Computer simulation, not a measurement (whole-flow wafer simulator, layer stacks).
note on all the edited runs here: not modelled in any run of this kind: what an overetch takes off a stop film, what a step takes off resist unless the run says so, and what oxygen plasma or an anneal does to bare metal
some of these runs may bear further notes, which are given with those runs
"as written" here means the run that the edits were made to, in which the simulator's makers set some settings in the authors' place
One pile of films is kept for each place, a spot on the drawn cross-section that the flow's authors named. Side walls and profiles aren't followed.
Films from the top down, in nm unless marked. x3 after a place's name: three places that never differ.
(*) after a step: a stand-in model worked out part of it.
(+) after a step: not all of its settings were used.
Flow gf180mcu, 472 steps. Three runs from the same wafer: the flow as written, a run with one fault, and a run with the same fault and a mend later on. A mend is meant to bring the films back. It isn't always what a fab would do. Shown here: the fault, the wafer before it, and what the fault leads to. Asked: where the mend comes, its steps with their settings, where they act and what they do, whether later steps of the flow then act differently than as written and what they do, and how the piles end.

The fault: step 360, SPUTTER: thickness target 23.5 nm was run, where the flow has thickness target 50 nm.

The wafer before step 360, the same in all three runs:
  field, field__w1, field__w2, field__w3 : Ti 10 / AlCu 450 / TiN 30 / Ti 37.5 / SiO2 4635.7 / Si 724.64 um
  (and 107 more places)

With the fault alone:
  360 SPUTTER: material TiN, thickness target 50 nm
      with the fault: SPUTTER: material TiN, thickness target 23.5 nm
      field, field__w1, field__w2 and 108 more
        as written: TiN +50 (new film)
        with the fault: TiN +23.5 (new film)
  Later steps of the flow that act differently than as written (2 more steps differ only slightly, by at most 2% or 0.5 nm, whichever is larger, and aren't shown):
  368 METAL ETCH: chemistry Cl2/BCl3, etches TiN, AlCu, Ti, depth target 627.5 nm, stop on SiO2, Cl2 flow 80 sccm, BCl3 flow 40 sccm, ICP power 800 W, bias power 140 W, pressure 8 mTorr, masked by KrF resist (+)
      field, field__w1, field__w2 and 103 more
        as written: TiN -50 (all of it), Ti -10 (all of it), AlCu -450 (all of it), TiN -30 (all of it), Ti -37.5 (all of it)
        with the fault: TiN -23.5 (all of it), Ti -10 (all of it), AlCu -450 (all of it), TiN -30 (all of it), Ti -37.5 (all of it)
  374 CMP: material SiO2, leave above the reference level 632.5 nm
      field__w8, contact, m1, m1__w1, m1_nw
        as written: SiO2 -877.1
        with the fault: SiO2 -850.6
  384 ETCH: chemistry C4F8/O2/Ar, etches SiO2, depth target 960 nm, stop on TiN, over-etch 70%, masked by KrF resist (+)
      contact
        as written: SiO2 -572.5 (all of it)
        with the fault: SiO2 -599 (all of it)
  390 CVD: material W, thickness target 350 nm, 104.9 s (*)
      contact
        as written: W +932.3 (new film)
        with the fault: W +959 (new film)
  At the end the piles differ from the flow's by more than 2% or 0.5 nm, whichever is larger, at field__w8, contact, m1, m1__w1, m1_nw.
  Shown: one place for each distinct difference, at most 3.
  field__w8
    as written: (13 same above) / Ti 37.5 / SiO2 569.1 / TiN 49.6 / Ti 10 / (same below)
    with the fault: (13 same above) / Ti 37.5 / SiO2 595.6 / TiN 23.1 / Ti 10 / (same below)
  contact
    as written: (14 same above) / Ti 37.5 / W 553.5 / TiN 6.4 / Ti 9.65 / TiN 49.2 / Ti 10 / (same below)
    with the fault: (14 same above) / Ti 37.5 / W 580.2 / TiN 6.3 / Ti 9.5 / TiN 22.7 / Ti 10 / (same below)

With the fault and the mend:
  The mend comes after step 367.
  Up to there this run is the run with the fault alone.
  367a STRIP: chemistry O2/N2, power 2160 W, pressure 1700 mTorr (*)
      field__w8, contact, m1, m1__w1, m1_nw
        KrF resist -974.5 (all of it)
  367b SPUTTER: material TiN, thickness target 26.5 nm (the flow's step 360 once more, with other settings)
      field, field__w1, field__w2 and 108 more
        TiN +26.5
  367c HMDS: 120 C, 60 s (the flow's step 362 once more)
      changes no film at any place that is followed
  367d COAT: KrF resist, thickness 1000 nm (the flow's step 363 once more)
      field, field__w1, field__w2 and 108 more
        KrF resist +1000 (new film)
  367e SOFTBAKE: KrF resist (the flow's step 364 once more)
      changes no film at any place that is followed
  367f EXPOSE: photomask Metal4 (the flow's step 365 once more)
      changes no film at any place that is followed
  367g PEB: KrF resist, 135 C, 90 s (the flow's step 366 once more)
      field, field__w1, field__w2 and 108 more
        KrF resist -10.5
  367h DEVELOP: thickness 1000 nm, 60 s (the flow's step 367 once more)
      field, field__w1, field__w2 and 103 more
        KrF resist -989.5 (all of it)
      field__w8, contact, m1, m1__w1, m1_nw
        KrF resist -14.9
  No later step of the flow acts differently than as written at any place that is followed.
  At the end the piles are the same as the flow's at every place that both follow.
